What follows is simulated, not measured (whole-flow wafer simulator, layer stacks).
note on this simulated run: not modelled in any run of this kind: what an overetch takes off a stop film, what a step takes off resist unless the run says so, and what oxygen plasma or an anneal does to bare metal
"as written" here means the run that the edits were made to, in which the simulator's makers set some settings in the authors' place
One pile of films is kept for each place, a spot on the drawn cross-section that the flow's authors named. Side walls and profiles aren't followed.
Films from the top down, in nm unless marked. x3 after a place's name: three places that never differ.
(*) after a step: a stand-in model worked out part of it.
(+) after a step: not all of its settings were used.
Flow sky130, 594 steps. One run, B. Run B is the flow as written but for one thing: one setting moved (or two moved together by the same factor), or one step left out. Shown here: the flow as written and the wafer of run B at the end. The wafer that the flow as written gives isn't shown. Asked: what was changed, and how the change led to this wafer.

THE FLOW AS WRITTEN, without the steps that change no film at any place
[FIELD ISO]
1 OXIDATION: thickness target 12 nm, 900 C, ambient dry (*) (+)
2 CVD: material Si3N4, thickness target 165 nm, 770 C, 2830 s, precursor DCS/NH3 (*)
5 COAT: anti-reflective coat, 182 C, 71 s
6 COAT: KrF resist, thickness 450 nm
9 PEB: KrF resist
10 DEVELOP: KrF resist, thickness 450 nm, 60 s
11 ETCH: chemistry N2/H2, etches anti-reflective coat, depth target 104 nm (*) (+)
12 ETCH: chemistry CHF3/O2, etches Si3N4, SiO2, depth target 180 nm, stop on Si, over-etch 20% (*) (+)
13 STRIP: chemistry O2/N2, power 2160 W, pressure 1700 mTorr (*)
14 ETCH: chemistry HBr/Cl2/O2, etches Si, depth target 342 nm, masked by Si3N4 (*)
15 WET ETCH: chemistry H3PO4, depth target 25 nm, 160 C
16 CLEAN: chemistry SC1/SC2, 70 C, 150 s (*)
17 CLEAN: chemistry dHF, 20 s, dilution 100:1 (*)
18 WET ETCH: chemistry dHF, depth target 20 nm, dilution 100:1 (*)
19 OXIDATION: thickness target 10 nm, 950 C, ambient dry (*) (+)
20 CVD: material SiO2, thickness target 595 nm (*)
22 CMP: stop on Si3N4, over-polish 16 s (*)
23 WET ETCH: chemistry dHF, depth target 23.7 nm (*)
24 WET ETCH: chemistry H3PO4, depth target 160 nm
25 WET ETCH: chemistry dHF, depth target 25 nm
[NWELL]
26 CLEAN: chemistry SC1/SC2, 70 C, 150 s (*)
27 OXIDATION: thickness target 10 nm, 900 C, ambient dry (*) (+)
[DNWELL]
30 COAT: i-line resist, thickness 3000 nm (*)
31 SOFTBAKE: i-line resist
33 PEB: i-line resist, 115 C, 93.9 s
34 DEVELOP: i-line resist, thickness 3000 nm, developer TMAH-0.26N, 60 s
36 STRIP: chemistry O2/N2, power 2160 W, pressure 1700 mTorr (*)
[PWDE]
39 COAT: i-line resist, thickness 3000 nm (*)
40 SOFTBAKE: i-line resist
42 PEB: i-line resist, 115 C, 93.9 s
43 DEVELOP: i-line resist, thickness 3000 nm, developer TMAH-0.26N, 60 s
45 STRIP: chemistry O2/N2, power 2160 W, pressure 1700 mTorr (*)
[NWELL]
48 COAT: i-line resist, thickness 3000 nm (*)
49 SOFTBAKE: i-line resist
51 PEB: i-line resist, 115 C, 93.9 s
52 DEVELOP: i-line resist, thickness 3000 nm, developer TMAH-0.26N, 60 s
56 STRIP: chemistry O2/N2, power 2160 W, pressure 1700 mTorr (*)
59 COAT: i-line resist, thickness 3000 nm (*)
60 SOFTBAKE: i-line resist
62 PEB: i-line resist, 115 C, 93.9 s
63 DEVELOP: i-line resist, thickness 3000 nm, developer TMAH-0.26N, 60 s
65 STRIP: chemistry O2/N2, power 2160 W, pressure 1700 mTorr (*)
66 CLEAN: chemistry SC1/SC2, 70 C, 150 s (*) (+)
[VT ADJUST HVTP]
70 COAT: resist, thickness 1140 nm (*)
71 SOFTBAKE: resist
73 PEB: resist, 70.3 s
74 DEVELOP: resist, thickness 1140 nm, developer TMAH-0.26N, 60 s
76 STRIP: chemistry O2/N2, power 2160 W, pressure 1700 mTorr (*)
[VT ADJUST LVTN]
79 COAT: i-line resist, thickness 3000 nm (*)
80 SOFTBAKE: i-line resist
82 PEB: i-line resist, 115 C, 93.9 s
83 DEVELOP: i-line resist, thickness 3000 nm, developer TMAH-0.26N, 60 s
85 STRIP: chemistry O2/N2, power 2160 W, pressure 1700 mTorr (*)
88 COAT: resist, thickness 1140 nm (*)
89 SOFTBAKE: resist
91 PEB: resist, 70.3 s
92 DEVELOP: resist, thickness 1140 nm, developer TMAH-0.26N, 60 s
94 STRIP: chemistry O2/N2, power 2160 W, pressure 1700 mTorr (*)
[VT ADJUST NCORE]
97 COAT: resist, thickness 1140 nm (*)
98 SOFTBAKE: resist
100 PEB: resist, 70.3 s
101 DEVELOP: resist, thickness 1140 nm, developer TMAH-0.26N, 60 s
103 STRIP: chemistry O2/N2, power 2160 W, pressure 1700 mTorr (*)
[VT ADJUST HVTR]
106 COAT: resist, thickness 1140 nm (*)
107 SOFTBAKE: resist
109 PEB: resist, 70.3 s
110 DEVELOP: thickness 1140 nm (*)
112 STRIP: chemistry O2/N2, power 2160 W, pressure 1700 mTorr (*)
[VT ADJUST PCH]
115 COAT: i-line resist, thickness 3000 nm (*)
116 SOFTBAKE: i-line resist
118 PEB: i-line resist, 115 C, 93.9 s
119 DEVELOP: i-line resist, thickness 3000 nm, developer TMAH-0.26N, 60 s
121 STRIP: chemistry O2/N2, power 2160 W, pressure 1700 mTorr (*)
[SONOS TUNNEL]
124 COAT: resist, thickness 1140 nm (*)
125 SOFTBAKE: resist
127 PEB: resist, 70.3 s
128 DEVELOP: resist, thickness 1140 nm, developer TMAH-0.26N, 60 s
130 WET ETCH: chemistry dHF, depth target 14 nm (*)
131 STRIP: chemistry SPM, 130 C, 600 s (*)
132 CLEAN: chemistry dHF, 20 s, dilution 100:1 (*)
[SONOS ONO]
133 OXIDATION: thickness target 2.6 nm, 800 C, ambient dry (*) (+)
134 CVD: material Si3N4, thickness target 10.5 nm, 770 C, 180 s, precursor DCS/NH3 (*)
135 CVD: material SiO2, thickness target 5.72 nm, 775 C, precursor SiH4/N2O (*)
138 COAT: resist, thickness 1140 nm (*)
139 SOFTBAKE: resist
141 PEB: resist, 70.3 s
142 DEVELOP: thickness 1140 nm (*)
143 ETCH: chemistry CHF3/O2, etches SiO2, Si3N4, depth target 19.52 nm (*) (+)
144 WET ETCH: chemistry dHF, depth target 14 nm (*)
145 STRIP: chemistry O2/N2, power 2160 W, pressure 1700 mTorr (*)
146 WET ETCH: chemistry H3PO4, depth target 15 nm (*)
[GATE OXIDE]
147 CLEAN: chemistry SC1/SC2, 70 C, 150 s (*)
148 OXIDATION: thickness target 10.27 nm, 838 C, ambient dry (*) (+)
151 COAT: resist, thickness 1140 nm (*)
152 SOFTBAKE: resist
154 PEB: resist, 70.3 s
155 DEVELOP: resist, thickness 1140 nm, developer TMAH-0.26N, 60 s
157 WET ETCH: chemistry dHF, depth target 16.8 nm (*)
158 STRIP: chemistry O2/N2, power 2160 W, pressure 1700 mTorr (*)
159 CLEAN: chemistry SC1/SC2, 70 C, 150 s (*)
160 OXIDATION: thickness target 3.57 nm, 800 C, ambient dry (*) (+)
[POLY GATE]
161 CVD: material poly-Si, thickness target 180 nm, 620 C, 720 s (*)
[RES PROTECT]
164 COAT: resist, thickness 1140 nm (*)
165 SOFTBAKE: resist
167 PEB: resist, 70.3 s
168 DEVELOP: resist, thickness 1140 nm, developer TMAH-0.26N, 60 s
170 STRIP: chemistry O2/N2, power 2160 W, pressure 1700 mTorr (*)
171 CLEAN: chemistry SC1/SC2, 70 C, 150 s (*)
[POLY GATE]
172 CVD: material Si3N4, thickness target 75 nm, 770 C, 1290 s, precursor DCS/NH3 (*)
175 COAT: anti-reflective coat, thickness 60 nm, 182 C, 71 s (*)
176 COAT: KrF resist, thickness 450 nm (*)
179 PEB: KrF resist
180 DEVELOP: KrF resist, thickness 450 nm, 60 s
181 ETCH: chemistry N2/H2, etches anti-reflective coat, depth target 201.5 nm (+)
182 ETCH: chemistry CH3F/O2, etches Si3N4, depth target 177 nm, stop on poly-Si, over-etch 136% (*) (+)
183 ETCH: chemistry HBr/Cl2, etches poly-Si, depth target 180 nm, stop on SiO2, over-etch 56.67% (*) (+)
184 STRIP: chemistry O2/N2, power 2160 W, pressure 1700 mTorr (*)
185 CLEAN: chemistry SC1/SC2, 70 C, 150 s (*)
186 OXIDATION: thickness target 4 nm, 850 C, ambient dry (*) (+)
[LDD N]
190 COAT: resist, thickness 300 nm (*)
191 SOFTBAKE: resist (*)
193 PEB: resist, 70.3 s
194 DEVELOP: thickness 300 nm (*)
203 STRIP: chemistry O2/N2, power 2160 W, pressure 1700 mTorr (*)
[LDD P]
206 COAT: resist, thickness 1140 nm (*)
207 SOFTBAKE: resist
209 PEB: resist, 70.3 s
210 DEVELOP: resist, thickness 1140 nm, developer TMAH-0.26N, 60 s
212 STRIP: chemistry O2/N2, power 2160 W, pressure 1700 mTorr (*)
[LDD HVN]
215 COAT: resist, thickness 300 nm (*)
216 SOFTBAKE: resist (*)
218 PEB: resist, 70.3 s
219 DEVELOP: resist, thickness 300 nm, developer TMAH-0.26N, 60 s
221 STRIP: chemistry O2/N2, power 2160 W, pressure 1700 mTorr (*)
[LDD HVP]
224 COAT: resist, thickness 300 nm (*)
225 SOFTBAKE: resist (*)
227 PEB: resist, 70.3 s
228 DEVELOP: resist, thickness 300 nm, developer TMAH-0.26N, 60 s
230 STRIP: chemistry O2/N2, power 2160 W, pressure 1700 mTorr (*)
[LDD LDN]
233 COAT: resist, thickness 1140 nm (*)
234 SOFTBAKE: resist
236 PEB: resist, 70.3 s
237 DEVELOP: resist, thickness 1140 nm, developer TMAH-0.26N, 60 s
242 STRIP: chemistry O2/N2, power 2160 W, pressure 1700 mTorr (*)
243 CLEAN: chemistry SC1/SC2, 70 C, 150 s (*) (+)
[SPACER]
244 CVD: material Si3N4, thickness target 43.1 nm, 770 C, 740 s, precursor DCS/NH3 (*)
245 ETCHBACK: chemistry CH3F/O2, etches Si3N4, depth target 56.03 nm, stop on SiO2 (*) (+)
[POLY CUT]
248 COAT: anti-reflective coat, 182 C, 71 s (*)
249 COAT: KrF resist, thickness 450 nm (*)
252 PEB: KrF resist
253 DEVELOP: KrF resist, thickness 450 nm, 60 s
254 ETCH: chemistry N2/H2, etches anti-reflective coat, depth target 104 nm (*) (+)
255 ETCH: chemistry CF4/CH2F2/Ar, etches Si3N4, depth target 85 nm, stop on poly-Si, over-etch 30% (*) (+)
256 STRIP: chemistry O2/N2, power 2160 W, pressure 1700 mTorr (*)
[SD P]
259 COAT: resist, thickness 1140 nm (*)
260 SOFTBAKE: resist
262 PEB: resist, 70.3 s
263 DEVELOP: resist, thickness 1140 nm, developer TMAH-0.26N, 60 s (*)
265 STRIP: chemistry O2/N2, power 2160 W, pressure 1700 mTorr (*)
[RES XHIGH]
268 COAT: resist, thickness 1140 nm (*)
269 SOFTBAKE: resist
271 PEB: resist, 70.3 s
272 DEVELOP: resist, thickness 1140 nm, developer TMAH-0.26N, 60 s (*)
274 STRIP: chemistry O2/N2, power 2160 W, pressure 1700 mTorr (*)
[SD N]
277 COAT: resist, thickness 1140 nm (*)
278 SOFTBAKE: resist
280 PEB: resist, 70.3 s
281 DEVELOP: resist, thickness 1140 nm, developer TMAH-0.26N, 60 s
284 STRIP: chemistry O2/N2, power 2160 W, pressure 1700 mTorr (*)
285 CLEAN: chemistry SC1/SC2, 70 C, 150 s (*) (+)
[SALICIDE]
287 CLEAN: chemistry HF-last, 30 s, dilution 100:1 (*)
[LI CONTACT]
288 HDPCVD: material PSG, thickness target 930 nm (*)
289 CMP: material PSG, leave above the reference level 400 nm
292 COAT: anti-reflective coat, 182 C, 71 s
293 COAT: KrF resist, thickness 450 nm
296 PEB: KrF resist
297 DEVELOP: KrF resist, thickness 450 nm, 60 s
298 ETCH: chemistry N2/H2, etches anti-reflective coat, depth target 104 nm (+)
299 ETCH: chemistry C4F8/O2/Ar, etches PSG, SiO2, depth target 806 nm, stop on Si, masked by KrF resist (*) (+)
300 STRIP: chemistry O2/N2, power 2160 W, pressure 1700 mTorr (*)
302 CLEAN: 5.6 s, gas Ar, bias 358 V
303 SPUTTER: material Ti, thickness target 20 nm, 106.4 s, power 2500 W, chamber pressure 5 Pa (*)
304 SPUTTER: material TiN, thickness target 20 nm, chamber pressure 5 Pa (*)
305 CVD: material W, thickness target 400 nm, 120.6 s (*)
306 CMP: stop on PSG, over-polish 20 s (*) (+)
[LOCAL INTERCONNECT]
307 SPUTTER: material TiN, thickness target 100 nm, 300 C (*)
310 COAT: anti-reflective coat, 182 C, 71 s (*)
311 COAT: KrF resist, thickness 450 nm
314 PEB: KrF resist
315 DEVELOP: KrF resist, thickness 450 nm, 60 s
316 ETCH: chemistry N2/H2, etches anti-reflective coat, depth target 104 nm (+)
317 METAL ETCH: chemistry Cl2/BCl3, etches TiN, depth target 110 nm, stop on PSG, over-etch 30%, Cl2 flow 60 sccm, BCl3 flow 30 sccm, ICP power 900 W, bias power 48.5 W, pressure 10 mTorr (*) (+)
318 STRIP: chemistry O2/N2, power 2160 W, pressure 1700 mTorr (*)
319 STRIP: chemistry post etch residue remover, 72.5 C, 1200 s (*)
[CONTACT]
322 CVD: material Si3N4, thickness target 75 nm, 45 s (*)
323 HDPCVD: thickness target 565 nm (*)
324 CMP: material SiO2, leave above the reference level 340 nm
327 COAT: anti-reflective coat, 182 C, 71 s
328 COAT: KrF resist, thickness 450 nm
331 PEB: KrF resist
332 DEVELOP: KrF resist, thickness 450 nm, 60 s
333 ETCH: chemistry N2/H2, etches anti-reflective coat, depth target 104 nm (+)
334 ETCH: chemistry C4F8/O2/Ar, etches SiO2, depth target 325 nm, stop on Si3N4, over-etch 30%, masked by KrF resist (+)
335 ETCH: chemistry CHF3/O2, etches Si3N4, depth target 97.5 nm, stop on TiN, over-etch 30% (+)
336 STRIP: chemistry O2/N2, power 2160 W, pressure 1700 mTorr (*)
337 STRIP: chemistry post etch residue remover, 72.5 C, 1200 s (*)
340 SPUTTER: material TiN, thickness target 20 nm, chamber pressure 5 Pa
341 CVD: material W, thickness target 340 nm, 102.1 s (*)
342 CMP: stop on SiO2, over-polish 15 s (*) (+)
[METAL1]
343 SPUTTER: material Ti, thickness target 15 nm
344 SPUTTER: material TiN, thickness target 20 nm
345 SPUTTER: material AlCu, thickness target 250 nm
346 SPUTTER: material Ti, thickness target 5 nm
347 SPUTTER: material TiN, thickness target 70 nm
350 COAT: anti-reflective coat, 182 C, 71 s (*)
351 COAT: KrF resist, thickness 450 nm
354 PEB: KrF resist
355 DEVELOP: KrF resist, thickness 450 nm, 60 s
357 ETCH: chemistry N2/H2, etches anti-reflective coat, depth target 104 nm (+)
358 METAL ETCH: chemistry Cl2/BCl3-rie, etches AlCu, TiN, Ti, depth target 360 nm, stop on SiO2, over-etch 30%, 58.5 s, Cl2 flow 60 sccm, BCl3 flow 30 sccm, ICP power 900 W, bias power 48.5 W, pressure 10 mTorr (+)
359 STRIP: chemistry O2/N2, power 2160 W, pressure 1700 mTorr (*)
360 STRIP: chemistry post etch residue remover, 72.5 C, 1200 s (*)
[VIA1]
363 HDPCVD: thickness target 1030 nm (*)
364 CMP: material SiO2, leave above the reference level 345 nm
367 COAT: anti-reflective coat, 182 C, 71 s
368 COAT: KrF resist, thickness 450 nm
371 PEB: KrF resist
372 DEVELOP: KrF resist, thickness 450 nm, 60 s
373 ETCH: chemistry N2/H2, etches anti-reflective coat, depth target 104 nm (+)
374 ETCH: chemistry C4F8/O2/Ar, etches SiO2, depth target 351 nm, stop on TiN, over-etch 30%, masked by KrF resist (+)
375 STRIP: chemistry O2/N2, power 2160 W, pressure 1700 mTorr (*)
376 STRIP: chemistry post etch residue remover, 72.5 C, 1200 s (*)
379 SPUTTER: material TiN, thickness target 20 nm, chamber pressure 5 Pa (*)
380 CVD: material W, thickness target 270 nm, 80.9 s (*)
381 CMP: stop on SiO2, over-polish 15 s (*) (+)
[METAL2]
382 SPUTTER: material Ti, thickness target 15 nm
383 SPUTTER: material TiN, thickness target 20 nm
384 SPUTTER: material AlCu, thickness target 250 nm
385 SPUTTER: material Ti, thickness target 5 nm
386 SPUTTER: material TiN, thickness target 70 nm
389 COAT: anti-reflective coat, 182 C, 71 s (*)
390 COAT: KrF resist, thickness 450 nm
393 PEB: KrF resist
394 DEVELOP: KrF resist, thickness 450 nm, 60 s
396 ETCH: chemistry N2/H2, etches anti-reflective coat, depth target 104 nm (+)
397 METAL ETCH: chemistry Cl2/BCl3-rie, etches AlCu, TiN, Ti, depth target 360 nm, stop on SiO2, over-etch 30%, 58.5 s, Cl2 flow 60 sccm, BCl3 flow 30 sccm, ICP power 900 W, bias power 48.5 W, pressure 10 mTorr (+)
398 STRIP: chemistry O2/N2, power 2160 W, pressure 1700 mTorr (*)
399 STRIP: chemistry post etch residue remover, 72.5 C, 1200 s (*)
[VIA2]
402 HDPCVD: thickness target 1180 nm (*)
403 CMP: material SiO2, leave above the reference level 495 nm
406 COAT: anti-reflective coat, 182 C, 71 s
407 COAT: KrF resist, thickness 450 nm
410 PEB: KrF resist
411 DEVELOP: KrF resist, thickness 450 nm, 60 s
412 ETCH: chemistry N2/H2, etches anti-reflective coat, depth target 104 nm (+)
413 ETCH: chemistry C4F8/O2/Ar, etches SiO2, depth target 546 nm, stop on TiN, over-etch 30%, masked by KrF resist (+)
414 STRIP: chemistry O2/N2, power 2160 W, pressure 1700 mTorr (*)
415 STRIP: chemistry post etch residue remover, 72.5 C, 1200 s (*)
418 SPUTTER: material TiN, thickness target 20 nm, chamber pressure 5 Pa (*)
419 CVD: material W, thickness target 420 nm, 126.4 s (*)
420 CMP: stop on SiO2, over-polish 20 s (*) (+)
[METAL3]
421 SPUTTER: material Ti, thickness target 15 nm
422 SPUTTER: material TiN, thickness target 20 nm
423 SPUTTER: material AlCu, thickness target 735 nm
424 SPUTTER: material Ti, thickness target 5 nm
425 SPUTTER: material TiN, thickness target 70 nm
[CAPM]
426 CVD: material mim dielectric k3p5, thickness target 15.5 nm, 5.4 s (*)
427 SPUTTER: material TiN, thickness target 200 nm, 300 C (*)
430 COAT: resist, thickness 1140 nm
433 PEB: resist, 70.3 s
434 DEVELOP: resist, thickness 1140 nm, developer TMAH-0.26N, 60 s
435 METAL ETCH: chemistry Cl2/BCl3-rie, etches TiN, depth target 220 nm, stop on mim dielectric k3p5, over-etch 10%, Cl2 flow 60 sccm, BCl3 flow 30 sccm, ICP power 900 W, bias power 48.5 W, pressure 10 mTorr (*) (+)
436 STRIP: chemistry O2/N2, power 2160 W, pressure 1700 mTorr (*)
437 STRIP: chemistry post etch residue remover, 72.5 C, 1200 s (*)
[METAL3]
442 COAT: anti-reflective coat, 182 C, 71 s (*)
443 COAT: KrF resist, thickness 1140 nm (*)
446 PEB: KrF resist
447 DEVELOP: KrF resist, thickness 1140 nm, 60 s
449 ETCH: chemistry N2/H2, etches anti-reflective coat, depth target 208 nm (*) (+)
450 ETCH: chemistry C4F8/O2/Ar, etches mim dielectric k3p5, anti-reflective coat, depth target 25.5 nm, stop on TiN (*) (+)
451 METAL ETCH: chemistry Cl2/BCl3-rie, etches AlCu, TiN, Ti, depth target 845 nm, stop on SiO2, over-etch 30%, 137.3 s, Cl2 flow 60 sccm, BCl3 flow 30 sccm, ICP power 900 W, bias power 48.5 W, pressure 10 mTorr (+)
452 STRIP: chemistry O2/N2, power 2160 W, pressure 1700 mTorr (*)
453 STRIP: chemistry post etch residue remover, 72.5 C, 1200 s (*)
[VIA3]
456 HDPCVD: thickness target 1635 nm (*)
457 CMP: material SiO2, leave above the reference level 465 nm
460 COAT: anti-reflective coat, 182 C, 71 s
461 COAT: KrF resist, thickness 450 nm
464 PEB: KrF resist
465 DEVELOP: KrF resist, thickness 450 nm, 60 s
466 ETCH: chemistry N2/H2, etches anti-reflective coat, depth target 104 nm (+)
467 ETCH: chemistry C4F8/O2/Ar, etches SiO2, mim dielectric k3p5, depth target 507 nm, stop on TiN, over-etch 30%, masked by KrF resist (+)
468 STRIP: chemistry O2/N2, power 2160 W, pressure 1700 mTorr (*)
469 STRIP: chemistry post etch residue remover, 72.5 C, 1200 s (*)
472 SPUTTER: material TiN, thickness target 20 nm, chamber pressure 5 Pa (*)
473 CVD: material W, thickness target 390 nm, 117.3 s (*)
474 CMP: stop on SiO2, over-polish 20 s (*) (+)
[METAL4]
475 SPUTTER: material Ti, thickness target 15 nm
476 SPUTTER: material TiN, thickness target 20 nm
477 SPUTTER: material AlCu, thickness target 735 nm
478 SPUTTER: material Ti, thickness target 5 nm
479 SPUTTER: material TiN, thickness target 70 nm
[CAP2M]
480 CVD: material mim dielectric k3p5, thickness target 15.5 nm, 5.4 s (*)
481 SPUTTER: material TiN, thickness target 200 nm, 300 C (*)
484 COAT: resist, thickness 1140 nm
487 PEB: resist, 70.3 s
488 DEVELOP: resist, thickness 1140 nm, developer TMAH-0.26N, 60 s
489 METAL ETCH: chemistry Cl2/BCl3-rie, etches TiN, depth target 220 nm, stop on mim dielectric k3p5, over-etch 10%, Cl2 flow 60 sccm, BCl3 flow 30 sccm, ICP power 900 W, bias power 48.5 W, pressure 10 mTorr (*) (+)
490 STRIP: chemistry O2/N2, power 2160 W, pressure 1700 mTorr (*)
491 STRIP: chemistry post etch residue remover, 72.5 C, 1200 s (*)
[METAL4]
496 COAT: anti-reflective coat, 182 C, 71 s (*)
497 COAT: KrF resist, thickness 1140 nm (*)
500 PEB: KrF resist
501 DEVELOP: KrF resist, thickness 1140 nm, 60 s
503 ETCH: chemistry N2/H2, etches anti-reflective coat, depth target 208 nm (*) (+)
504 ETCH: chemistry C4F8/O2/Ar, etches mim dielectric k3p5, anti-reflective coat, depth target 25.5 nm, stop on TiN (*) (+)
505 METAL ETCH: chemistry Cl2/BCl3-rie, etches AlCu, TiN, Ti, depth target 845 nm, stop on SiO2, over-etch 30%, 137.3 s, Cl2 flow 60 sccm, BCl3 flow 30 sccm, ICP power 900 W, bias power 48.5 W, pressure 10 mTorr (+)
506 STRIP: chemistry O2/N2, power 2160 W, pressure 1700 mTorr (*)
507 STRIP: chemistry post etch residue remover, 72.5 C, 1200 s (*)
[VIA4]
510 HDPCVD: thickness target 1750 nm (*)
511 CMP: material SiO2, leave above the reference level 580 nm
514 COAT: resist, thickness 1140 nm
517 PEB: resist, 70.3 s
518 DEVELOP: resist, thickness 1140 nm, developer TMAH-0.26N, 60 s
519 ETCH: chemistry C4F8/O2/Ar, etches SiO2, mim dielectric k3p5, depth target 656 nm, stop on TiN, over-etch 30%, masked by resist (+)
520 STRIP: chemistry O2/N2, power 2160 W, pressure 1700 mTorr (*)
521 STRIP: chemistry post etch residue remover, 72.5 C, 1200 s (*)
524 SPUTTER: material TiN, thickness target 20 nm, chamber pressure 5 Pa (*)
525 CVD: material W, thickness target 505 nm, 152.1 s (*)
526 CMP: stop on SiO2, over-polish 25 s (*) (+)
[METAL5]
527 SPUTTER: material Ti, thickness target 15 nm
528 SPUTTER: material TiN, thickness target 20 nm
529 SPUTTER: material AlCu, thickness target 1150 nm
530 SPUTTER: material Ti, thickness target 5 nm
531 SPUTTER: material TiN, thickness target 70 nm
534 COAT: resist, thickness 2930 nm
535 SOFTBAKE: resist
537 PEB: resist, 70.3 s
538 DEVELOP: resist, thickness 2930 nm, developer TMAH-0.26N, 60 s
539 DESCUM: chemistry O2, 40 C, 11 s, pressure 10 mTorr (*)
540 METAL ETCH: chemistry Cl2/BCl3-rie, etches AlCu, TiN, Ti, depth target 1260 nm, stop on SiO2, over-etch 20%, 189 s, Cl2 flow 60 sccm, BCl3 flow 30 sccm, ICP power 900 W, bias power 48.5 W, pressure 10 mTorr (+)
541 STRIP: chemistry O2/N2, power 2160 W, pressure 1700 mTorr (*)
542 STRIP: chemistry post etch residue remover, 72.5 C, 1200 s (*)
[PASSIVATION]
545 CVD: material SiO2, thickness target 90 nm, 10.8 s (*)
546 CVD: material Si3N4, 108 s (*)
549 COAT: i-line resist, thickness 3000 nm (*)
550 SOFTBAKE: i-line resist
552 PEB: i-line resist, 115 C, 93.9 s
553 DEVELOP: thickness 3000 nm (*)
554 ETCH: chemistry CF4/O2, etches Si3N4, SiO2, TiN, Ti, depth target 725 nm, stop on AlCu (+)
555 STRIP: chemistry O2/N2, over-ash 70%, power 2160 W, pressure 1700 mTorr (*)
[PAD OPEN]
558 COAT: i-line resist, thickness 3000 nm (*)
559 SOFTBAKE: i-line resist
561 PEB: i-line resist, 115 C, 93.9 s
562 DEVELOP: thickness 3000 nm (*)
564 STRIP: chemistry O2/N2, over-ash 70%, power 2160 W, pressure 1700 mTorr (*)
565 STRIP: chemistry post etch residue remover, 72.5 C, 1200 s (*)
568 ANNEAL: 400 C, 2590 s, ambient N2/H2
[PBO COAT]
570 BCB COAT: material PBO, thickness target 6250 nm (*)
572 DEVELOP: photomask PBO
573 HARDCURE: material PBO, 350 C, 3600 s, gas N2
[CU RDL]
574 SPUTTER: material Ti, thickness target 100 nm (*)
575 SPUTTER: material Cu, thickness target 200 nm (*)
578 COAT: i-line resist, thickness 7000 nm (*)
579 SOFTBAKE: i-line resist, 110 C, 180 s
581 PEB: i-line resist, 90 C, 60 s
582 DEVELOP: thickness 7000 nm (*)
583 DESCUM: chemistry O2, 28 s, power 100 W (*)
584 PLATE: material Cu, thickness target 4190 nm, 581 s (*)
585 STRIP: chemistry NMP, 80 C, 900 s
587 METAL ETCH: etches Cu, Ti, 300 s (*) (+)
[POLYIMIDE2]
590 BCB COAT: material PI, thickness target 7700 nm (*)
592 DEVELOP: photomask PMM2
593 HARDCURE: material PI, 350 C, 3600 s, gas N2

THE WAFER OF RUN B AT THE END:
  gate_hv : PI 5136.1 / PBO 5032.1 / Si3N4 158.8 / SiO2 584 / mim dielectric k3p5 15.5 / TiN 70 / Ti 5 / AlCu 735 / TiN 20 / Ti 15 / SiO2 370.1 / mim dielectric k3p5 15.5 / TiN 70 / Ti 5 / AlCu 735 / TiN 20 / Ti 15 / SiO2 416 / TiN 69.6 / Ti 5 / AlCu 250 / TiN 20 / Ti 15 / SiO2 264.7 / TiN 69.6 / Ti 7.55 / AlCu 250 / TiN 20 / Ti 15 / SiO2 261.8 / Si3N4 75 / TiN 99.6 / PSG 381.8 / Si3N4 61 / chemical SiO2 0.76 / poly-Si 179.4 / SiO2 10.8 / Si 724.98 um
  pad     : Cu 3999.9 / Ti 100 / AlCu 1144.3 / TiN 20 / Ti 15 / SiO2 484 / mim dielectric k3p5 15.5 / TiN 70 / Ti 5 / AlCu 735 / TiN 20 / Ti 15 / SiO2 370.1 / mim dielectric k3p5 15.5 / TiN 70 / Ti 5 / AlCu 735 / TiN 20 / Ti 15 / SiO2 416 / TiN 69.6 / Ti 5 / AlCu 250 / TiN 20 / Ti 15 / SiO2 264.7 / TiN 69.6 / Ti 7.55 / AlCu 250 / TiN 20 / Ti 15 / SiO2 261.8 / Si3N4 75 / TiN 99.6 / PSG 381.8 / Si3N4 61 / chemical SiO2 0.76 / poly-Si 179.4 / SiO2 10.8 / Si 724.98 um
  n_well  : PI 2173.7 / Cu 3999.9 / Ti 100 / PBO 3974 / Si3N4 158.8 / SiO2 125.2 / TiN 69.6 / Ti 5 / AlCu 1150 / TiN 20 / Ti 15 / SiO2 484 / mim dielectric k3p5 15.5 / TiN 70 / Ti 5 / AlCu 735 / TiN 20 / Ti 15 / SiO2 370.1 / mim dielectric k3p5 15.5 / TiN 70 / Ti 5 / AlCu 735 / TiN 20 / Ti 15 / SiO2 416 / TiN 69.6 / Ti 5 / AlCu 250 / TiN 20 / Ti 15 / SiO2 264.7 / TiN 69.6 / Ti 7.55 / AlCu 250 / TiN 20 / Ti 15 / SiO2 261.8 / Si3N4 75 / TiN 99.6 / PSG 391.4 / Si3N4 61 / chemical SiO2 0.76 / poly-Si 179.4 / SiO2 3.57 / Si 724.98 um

The cause: step 346, SPUTTER: thickness target 7.55 nm was run, where the flow has thickness target 5 nm.
It can be read off the wafer: gate_hv has Ti 7.55, and step 346 as written asks for 5 nm.

How the change led to this, step by step:
  346 SPUTTER: material Ti, thickness target 5 nm
      field, active, n_well and 188 more: Ti +7.55 (new film) (as written it would be: Ti +5 (new film))
  358 METAL ETCH: chemistry Cl2/BCl3-rie, etches AlCu, TiN, Ti, depth target 360 nm, stop on SiO2, over-etch 30%, 58.5 s, Cl2 flow 60 sccm, BCl3 flow 30 sccm, ICP power 900 W, bias power 48.5 W, pressure 10 mTorr (+)
      field, active, gate and 81 more: TiN -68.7 (all of it), Ti -7.55 (all of it), AlCu -250 (all of it), TiN -20 (all of it), Ti -15 (all of it), SiO2 -10.7 (as written it would be: TiN -68.7 (all of it), Ti -5 (all of it), AlCu -250 (all of it), TiN -20 (all of it), Ti -15 (all of it), SiO2 -10.9)
